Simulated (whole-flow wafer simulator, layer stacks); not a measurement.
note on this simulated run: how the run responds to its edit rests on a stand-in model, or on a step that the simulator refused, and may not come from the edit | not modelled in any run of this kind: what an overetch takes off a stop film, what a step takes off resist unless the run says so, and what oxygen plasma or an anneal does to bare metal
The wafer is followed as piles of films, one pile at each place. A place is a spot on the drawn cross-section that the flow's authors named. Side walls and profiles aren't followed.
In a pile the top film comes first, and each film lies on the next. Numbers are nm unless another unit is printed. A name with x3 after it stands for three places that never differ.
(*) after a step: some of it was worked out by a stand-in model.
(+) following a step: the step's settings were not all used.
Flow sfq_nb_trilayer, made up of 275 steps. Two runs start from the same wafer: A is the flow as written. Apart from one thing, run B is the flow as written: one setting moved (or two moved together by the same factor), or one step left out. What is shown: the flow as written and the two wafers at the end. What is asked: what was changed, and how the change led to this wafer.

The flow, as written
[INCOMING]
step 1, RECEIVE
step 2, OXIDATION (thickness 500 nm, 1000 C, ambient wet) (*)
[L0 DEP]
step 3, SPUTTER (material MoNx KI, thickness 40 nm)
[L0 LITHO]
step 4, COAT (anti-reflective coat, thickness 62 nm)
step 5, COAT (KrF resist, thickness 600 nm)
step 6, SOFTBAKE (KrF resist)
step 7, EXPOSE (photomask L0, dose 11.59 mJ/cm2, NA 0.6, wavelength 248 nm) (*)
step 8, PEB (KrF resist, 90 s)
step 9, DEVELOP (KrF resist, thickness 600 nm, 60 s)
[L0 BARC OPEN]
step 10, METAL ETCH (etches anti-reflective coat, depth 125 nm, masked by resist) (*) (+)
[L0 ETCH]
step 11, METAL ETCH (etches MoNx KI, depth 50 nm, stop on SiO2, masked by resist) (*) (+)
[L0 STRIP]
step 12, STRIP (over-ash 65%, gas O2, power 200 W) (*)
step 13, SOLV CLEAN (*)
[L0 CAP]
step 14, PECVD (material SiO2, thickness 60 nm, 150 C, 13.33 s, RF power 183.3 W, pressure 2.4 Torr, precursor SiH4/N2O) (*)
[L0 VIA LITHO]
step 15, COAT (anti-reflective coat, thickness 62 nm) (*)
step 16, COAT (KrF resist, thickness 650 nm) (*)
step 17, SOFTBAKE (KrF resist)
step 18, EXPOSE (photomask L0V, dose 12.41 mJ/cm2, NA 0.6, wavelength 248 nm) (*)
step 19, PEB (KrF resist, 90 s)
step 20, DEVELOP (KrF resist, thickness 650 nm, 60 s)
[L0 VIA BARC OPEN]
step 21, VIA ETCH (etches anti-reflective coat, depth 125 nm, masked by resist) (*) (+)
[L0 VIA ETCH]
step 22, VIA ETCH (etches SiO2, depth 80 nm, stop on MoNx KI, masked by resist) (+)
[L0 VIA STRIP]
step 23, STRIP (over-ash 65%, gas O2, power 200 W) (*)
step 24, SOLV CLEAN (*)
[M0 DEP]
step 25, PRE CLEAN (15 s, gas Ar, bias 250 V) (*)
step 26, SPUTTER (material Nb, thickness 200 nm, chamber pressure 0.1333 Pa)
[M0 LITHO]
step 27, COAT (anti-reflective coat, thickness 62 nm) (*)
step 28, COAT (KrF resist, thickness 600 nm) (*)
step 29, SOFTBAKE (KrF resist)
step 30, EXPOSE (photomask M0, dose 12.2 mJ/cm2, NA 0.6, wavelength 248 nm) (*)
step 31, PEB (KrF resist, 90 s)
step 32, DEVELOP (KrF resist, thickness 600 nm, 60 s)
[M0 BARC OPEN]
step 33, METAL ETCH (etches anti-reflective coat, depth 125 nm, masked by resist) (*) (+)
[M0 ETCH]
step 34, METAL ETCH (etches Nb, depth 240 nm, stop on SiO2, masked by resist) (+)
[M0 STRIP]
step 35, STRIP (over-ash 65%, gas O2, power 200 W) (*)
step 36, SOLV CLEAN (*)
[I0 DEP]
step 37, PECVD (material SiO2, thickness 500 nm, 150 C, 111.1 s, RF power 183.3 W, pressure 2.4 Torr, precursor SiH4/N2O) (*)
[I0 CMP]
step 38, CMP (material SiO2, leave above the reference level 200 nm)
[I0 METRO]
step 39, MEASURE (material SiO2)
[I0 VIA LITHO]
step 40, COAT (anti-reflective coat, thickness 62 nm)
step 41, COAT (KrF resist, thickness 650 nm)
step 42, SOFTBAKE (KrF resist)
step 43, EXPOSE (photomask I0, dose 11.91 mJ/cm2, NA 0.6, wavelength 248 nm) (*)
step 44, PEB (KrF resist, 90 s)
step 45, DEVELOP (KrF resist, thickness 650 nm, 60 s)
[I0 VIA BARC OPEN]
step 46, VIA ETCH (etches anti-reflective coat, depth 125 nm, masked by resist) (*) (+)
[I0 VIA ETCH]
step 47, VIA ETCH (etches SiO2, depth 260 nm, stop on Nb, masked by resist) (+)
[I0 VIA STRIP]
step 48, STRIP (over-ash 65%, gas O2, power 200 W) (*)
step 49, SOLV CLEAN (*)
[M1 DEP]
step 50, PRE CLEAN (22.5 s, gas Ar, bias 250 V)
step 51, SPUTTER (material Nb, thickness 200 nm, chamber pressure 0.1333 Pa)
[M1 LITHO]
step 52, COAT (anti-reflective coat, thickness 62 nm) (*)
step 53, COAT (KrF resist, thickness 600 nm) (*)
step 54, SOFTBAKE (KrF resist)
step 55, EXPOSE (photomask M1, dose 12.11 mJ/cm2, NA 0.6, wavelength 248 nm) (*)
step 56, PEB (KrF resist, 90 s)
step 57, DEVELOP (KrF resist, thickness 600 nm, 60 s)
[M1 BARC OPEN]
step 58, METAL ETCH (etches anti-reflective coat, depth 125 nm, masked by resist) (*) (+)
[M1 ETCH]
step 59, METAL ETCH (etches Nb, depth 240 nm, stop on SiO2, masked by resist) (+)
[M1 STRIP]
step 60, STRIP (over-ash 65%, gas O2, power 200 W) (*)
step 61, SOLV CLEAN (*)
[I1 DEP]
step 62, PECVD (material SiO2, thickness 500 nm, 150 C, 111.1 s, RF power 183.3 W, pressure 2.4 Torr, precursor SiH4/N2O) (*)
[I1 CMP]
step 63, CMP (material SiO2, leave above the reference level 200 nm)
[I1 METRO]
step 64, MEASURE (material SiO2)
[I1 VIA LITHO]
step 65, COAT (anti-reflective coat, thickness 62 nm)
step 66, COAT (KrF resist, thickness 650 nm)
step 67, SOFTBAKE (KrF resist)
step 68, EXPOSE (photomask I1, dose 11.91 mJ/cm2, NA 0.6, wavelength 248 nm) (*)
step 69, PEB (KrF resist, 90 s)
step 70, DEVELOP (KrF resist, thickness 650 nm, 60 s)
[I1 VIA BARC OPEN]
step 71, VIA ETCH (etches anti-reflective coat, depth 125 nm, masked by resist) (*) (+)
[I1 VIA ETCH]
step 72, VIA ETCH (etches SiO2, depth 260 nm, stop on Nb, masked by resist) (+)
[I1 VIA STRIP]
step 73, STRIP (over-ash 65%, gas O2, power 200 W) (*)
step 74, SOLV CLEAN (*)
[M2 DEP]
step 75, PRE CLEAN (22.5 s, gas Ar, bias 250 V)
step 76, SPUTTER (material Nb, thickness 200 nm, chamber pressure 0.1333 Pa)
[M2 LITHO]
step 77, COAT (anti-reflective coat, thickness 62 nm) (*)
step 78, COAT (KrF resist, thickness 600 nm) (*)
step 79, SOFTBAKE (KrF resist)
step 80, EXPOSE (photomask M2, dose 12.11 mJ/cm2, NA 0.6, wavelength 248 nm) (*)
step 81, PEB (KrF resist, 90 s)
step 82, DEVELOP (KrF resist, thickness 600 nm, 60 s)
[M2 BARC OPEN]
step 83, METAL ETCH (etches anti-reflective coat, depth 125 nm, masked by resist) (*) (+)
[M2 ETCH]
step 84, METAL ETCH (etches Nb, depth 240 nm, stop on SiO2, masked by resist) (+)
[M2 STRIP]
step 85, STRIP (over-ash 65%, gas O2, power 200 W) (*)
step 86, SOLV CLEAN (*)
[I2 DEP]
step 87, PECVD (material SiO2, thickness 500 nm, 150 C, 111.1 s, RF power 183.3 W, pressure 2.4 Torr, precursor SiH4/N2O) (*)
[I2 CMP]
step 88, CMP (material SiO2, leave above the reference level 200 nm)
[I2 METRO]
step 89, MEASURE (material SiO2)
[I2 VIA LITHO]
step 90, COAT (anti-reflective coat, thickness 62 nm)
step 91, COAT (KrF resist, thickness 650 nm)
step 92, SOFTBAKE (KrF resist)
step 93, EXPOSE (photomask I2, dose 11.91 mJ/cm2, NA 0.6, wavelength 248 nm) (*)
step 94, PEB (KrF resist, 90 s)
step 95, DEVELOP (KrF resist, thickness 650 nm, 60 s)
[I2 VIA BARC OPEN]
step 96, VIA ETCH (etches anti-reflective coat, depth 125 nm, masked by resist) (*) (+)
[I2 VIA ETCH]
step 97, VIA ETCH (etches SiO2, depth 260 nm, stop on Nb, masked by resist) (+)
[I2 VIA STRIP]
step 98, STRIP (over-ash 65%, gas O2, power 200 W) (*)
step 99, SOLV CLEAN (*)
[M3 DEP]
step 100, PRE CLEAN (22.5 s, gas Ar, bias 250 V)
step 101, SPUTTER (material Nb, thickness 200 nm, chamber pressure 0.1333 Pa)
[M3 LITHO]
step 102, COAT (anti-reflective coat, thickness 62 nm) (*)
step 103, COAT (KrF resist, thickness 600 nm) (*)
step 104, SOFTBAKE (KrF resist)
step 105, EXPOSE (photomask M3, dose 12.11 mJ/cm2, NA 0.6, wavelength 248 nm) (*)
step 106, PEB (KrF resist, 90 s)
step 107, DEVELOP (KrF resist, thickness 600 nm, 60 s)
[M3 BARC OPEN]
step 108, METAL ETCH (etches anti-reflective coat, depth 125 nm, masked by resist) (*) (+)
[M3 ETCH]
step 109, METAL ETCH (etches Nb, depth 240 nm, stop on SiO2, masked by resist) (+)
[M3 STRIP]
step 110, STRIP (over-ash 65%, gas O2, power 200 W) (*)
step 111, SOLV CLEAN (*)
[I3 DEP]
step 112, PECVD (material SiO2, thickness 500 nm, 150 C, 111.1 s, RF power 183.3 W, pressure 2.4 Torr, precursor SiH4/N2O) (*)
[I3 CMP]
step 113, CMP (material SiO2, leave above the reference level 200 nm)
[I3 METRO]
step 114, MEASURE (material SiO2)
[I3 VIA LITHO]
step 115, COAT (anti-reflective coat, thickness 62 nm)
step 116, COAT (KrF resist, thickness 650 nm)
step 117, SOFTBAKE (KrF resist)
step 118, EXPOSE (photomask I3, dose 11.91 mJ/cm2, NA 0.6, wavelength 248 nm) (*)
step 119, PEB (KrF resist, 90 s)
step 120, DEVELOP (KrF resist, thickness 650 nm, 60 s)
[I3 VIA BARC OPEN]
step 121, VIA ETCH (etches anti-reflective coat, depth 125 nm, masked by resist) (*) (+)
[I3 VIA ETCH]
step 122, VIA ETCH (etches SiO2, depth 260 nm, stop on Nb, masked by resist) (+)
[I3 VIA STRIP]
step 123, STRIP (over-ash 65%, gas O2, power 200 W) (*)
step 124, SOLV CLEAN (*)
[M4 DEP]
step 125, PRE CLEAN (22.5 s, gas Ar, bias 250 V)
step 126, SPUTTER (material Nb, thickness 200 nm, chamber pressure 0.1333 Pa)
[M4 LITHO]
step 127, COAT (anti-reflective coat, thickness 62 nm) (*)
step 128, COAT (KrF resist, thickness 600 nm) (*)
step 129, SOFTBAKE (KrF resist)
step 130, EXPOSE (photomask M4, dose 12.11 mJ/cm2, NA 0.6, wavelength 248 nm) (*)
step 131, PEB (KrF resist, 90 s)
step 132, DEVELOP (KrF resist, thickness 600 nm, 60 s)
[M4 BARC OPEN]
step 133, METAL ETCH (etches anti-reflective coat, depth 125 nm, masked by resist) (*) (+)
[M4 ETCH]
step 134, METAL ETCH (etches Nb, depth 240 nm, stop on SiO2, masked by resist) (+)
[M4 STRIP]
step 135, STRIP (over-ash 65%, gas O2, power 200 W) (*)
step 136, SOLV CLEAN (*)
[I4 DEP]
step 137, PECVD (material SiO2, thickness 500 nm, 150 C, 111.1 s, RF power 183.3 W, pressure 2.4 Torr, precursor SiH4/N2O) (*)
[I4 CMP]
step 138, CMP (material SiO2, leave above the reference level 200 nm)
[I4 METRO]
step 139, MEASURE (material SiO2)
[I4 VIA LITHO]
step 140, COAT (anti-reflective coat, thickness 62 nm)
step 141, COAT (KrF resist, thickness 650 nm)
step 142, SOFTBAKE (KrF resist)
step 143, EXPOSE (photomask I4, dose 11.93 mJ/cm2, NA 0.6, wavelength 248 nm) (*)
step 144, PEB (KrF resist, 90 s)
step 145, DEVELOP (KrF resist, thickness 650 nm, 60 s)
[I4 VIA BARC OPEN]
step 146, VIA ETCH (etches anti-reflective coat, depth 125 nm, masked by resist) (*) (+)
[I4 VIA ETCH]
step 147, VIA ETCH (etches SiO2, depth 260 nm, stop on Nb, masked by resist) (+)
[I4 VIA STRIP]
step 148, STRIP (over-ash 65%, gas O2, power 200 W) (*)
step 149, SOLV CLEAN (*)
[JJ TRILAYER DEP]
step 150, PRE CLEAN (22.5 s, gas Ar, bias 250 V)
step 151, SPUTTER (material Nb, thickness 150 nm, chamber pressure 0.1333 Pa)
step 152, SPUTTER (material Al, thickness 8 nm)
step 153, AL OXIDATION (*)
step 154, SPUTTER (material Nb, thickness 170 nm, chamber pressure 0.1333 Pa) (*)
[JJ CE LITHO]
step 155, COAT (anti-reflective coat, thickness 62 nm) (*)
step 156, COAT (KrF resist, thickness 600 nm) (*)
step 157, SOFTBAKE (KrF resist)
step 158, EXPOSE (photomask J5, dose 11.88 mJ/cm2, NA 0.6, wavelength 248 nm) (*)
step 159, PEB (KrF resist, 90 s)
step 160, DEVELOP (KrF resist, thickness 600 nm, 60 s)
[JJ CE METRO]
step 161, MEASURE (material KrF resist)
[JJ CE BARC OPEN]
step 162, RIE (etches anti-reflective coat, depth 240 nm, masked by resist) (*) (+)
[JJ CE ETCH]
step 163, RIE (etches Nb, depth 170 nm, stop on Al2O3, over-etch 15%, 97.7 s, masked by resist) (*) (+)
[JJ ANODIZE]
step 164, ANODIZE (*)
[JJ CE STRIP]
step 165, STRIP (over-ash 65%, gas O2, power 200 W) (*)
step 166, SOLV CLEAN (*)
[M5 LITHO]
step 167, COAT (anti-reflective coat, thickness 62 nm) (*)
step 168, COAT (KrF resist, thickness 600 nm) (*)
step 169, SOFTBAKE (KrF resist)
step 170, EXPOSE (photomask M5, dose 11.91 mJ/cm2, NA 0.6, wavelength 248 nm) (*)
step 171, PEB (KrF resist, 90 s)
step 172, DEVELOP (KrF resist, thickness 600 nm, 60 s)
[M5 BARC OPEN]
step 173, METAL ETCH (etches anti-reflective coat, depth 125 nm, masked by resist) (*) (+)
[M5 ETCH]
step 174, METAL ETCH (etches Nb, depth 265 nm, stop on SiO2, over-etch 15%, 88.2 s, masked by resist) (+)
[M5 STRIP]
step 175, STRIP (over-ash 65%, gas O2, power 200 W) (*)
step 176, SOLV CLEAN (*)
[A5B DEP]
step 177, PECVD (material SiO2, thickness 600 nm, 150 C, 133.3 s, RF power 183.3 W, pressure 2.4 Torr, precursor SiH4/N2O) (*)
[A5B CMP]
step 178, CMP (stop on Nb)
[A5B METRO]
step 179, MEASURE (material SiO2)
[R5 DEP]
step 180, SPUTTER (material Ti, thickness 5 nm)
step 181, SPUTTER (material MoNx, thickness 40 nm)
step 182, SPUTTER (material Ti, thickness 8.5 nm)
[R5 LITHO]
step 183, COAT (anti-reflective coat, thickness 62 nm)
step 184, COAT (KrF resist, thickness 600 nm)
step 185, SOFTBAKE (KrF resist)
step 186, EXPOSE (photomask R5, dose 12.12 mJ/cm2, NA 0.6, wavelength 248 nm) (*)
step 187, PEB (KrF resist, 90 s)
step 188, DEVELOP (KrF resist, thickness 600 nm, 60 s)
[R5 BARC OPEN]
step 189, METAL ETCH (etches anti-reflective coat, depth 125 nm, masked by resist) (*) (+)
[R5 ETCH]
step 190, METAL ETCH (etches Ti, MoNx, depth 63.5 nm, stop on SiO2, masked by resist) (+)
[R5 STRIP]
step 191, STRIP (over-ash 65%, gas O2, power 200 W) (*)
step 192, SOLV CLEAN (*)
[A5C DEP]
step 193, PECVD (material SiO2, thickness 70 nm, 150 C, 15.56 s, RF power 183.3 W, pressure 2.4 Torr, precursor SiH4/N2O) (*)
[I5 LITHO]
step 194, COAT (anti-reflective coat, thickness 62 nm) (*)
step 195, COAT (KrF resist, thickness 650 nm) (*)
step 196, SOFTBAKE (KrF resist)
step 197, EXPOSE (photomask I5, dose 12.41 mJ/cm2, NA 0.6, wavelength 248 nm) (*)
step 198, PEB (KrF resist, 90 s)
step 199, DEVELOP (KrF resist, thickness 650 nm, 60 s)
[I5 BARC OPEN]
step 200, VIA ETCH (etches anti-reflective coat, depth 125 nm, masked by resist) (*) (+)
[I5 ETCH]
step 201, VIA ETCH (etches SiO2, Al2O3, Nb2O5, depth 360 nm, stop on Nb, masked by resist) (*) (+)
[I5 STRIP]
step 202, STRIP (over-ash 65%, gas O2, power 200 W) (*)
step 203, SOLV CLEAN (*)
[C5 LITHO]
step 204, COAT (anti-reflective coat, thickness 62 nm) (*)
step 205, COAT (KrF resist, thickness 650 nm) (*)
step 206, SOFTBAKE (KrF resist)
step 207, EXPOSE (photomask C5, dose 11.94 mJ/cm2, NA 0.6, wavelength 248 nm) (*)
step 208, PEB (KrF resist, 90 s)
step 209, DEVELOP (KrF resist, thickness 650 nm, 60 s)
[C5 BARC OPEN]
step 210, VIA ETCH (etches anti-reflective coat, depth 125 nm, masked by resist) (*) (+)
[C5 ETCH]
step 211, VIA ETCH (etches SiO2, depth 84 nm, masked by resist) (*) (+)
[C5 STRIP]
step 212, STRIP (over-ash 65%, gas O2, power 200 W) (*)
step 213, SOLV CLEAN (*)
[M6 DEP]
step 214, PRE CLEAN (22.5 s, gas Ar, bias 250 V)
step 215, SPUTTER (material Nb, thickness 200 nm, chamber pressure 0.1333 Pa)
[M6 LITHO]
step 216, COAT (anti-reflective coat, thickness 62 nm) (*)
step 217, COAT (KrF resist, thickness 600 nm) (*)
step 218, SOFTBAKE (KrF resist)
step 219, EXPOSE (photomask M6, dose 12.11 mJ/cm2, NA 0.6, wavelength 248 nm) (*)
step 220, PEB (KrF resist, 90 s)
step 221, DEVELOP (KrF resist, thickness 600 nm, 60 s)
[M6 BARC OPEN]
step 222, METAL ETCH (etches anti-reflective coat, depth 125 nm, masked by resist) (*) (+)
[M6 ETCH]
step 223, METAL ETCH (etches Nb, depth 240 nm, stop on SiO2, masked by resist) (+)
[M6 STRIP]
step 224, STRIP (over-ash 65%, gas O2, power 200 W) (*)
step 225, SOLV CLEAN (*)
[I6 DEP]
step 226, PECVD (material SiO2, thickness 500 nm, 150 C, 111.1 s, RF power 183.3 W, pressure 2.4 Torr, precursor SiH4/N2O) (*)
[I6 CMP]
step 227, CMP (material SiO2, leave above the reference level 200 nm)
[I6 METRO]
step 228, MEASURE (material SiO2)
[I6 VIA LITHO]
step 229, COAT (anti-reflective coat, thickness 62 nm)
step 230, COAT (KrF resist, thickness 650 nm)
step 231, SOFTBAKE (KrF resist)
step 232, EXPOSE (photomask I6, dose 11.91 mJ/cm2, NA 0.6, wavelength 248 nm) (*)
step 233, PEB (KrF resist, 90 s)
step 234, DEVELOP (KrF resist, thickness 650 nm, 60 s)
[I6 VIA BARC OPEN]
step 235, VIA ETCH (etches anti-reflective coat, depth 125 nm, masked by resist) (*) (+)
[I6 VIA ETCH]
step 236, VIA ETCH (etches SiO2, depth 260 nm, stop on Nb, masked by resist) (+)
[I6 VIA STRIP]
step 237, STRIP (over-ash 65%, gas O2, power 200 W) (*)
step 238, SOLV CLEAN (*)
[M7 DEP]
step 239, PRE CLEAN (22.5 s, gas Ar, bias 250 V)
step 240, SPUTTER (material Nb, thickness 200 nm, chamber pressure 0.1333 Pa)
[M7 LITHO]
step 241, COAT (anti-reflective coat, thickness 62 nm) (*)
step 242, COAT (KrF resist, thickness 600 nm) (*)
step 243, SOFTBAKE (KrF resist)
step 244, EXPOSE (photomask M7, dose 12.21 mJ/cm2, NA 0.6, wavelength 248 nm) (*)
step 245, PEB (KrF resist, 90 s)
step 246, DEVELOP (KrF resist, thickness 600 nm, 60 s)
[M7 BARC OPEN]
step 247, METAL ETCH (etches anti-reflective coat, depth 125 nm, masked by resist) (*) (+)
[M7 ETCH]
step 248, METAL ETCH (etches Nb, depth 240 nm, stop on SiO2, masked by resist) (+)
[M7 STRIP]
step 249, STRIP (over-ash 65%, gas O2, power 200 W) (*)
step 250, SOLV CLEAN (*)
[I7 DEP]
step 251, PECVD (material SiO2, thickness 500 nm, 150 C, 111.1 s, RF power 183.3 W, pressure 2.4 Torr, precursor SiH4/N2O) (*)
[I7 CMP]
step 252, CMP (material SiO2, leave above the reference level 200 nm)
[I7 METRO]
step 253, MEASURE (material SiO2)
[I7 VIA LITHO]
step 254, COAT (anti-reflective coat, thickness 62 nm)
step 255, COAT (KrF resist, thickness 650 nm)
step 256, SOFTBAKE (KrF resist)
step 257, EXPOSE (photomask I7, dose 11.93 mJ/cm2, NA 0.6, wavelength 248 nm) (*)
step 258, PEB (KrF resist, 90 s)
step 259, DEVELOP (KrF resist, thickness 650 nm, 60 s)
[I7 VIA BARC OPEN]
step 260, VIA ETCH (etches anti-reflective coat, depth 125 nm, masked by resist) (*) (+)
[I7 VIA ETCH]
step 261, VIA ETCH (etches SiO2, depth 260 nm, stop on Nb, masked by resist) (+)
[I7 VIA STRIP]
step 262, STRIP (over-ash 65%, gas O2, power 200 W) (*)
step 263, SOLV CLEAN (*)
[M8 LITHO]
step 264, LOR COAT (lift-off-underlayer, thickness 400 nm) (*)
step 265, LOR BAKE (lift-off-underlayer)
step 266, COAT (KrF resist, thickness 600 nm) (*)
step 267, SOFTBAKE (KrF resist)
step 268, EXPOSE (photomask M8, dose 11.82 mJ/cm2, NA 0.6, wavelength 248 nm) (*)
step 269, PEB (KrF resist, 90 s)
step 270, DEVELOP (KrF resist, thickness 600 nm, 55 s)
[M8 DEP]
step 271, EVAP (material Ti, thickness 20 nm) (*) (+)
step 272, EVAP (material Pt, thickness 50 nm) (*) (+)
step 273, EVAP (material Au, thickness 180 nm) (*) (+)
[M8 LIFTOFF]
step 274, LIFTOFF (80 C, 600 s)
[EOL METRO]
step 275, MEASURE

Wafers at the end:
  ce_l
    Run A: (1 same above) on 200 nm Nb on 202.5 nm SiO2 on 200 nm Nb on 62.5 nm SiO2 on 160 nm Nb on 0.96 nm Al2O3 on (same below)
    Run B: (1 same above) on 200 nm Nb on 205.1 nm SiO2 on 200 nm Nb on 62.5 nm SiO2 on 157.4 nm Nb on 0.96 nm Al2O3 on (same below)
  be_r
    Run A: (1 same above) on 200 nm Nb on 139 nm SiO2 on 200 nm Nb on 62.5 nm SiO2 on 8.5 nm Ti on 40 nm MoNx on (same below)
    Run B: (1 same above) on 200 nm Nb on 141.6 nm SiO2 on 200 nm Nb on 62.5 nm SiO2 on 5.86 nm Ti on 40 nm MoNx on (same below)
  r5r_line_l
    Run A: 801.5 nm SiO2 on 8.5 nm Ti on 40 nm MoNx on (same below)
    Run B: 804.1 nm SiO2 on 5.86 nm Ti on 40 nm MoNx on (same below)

What caused this: step 182, SPUTTER: thickness 5.86 nm was run, while the flow as written has thickness 8.5 nm.
The wafer itself shows it: be_r has Ti 5.86, and step 182 as written asks for 8.5 nm.

Step by step, how the change led to this:
  step 182, SPUTTER (material Ti, thickness 8.5 nm)
      field_l, v_sur, via_wl and 103 more: A Ti gains 8.5 (new film) | B Ti gains 5.86 (new film)
  step 190, METAL ETCH (etches Ti, MoNx, depth 63.5 nm, stop on SiO2, masked by resist) (+)
      field_l, v_sur, via_wl and 92 more: A Ti loses 8.5 (all of it), MoNx loses 40 (all of it), Ti loses 5 (all of it) | B Ti loses 5.86 (all of it), MoNx loses 40 (all of it), Ti loses 5 (all of it)
      ce_l, c5j, ce_r, wl_jj: A Ti loses 8.5 (all of it), MoNx loses 40 (all of it), Ti loses 5 (all of it), Nb loses 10 | B Ti loses 5.86 (all of it), MoNx loses 40 (all of it), Ti loses 5 (all of it), Nb loses 12.6
